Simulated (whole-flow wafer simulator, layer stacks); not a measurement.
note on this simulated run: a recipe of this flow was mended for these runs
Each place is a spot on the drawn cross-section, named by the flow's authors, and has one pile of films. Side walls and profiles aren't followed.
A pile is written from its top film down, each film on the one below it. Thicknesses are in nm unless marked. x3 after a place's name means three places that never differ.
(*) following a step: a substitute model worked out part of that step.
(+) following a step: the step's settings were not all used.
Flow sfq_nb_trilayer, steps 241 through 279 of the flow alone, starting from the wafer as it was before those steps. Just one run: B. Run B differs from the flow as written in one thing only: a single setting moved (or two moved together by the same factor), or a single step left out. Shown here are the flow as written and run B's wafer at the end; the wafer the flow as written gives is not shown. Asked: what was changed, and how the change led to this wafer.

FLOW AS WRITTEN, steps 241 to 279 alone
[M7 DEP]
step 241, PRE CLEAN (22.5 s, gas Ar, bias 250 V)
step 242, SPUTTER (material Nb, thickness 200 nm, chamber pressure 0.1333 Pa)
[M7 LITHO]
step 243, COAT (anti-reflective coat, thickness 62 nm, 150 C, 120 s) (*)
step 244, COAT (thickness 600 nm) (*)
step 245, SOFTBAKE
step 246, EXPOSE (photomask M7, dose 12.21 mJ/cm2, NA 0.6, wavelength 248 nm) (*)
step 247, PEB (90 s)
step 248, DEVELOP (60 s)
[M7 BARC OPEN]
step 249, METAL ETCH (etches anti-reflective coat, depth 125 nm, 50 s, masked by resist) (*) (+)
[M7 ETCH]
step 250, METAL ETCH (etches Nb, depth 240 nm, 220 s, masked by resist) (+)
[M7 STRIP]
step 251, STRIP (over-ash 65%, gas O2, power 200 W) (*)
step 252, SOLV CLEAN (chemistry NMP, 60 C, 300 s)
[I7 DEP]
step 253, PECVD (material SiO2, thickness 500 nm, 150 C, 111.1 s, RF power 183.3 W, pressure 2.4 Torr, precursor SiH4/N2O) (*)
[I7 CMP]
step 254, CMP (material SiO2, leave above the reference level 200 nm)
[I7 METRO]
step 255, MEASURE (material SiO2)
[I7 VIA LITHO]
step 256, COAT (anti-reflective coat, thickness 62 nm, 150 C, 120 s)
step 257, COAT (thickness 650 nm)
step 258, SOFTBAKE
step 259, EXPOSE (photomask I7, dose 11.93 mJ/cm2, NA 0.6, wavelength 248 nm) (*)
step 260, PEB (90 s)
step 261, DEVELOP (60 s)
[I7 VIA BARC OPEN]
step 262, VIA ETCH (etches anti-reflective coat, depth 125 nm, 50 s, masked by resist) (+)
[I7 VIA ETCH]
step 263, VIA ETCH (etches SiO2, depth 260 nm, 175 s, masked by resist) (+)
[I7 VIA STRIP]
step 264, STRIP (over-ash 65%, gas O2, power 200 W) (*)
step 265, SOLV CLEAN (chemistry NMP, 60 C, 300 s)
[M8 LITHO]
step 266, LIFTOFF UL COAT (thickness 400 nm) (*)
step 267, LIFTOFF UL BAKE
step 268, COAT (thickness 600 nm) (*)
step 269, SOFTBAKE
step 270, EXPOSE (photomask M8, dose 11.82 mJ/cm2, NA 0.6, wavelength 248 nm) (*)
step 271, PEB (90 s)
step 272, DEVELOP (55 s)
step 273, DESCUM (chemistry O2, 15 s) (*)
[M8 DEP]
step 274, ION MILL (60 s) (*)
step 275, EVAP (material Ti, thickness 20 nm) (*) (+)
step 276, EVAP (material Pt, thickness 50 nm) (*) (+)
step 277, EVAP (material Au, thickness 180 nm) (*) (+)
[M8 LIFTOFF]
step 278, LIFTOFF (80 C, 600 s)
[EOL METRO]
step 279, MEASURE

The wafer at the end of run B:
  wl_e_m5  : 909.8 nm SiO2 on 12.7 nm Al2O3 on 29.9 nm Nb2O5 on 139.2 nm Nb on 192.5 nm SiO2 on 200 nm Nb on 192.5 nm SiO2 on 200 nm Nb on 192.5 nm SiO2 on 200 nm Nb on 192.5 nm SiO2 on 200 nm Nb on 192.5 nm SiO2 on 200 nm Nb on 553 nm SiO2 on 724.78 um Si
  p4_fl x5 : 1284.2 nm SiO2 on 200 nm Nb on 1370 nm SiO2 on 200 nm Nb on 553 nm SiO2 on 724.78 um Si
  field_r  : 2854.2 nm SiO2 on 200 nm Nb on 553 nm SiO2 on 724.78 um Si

The reason: step 242, SPUTTER: thickness 110 nm was run, though the flow has thickness 200 nm.

Step by step, how the change led to this:
  step 242, SPUTTER (material Nb, thickness 200 nm, chamber pressure 0.1333 Pa)
      field_l, v_sur, via_wl and 102 more: +110 Nb (new film) (it would be, as written: +200 Nb (new film))
      via_v: +87.9 Nb (it would be, as written: +159.9 Nb)
  step 243, COAT (anti-reflective coat, thickness 62 nm, 150 C, 120 s) (*)
      via_v: +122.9 anti-reflective coat (new film) (it would be, as written: +128 anti-reflective coat (new film))
      wire: +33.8 anti-reflective coat (new film) (it would be, as written: +34.5 anti-reflective coat (new film))
  step 250, METAL ETCH (etches Nb, depth 240 nm, 220 s, masked by resist) (+)
      field_l, field_r, lsp_l and 62 more: -110 Nb (all of it), -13 SiO2 (it would be, as written: -200 Nb (all of it), -4 SiO2)
  step 251, STRIP (over-ash 65%, gas O2, power 200 W) (*)
      via_v: -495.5 KrF-resist-other-grade (all of it), -122.9 anti-reflective coat (all of it) (it would be, as written: -506.5 KrF-resist-other-grade (all of it), -128 anti-reflective coat (all of it))
      wire: -370.5 KrF-resist-other-grade (all of it), -33.8 anti-reflective coat (all of it) (it would be, as written: -368.8 KrF-resist-other-grade (all of it), -34.5 anti-reflective coat (all of it))
  step 253, PECVD (material SiO2, thickness 500 nm, 150 C, 111.1 s, RF power 183.3 W, pressure 2.4 Torr, precursor SiH4/N2O) (*)
      m7r_space_l x2: +500 SiO2 (it would be, as written: +561.1 SiO2)
      via_v: +599.3 SiO2 (new film) (it would be, as written: +627.2 SiO2 (new film))
  step 254, CMP (material SiO2, leave above the reference level 200 nm)
      field_l, p4_fl x5, p4_w1 x9 and 44 more: -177 SiO2 (it would be, as written: -96 SiO2)
      field_r, lsp_l: -163.3 SiO2 (it would be, as written: -73.2 SiO2)
      (also at 5 further places)
